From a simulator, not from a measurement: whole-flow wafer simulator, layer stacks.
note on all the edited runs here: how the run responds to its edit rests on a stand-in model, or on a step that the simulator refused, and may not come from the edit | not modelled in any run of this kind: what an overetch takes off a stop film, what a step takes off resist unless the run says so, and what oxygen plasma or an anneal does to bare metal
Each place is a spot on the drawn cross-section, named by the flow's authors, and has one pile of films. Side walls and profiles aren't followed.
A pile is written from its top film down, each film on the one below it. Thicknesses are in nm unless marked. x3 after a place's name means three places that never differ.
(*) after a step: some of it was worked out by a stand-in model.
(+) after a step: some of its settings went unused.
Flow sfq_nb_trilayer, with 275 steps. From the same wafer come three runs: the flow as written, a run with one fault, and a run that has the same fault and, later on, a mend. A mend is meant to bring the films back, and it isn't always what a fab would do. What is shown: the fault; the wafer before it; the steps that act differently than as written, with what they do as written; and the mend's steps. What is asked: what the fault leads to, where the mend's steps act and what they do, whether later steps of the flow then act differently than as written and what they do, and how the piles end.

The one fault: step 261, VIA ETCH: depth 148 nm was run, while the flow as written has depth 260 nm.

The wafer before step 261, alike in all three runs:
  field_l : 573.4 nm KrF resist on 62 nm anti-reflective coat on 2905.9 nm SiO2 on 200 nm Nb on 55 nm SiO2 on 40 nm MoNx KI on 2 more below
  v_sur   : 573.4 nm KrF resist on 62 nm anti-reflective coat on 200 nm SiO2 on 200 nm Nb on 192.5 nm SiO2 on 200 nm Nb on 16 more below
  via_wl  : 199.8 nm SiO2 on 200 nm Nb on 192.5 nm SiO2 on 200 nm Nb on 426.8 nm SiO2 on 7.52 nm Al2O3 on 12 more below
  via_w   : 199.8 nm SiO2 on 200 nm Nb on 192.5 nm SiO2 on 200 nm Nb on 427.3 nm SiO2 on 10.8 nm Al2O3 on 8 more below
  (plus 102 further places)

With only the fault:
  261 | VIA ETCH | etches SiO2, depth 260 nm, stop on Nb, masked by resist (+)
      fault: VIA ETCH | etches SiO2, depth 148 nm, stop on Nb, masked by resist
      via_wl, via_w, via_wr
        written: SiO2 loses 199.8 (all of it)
        fault: SiO2 loses 148
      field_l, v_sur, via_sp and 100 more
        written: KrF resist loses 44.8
        fault: KrF resist loses 25.5
  Steps later in the flow that act otherwise than as written (3 other steps are not shown; they differ only slightly, by no more than 2% or 0.5 nm, whichever is larger):
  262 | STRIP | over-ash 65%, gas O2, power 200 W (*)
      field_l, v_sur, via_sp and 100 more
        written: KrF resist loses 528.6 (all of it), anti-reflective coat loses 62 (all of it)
        fault: KrF resist loses 547.9 (all of it), anti-reflective coat loses 62 (all of it)
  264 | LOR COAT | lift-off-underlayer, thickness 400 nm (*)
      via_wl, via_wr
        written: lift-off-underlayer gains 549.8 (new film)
        fault: lift-off-underlayer gains 510.9 (new film)
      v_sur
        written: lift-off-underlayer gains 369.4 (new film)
        fault: lift-off-underlayer gains 377.3 (new film)
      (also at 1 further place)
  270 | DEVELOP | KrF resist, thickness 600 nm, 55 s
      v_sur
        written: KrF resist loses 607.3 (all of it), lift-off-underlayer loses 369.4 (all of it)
        fault: KrF resist loses 605.1 (all of it), lift-off-underlayer loses 377.3 (all of it)
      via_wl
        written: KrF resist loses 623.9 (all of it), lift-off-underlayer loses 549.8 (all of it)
        fault: KrF resist loses 617.3 (all of it), lift-off-underlayer loses 510.9 (all of it)
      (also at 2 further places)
  At via_wl, via_w, via_wr, the piles at the end differ from the flow's by more than 2% or 0.5 nm, whichever is larger.
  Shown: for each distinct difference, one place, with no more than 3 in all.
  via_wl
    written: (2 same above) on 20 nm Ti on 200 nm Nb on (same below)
    fault: (2 same above) on 20 nm Ti on 51.8 nm SiO2 on 200 nm Nb on (same below)

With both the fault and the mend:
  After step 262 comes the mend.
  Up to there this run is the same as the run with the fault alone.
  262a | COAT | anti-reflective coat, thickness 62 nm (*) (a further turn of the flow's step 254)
      p4_fl x3, p4_w1 x9, p4_g1 x2 and 63 more
        anti-reflective coat gains 62 (new film)
      be_r, r_sur, res, r_end, moat, field_r, lsp_l, ln_m5
        anti-reflective coat gains 61.7 (new film)
      jj_sur, ce_l, c5j, ce_r, sp_r
        anti-reflective coat gains 61.6 (new film)
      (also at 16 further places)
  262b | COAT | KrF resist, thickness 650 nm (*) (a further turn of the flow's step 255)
      p4_fl x3, p4_w1 x9, p4_g1 x2 and 63 more
        KrF resist gains 650 (new film)
      res, r_end, moat, field_r, l0_sur, l0v
        KrF resist gains 649.4 (new film)
      lsp_l, ln_m5, lsp_m, ln_m6, lsp_r
        KrF resist gains 649.5 (new film)
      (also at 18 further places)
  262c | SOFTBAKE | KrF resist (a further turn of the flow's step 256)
      leaves every film unchanged at each place that is followed
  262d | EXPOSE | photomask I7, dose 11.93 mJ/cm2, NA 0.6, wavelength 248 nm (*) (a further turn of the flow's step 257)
      leaves every film unchanged at each place that is followed
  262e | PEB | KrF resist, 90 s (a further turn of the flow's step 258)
      jj_sur, ce_l, c5j and 92 more
        KrF resist loses 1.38
      v_sur, via_v, wire, be, be_sur, gap
        KrF resist loses 1.37
      field_l, via_sp
        KrF resist loses 1.36
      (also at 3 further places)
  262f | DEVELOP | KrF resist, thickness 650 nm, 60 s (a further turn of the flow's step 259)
      field_l, v_sur, via_sp and 100 more
        KrF resist loses 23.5
      via_wl
        KrF resist loses 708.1 (all of it)
      via_w
        KrF resist loses 747.9 (all of it)
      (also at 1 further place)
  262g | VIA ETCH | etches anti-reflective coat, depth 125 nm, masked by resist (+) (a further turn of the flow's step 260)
      field_l, v_sur, via_sp and 100 more
        KrF resist loses 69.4
      via_wl, via_wr
        anti-reflective coat loses 124 (all of it)
      via_w
        anti-reflective coat loses 79.3 (all of it), SiO2 loses 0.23
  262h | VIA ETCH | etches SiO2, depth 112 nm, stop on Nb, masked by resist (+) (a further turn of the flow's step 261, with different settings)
      field_l, v_sur, via_sp and 100 more
        KrF resist loses 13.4
      via_wl, via_wr
        SiO2 loses 51.8 (all of it)
      via_w
        SiO2 loses 51.6 (all of it)
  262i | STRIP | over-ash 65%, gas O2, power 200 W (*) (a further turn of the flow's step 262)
      p4_fl x3, p4_w1 x9, p4_g1 x2 and 63 more
        KrF resist loses 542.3 (all of it), anti-reflective coat loses 62 (all of it)
      moat, field_r, lsp_l, ln_m5
        KrF resist loses 541.7 (all of it), anti-reflective coat loses 61.7 (all of it)
      lsp_m, ln_m6, lsp_r, l0_sur
        KrF resist loses 541.7 (all of it), anti-reflective coat loses 61.8 (all of it)
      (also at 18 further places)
  Every later step of the flow that is run acts as written at every place that is followed.
  At every place that both follow, the piles at the end match the flow's.
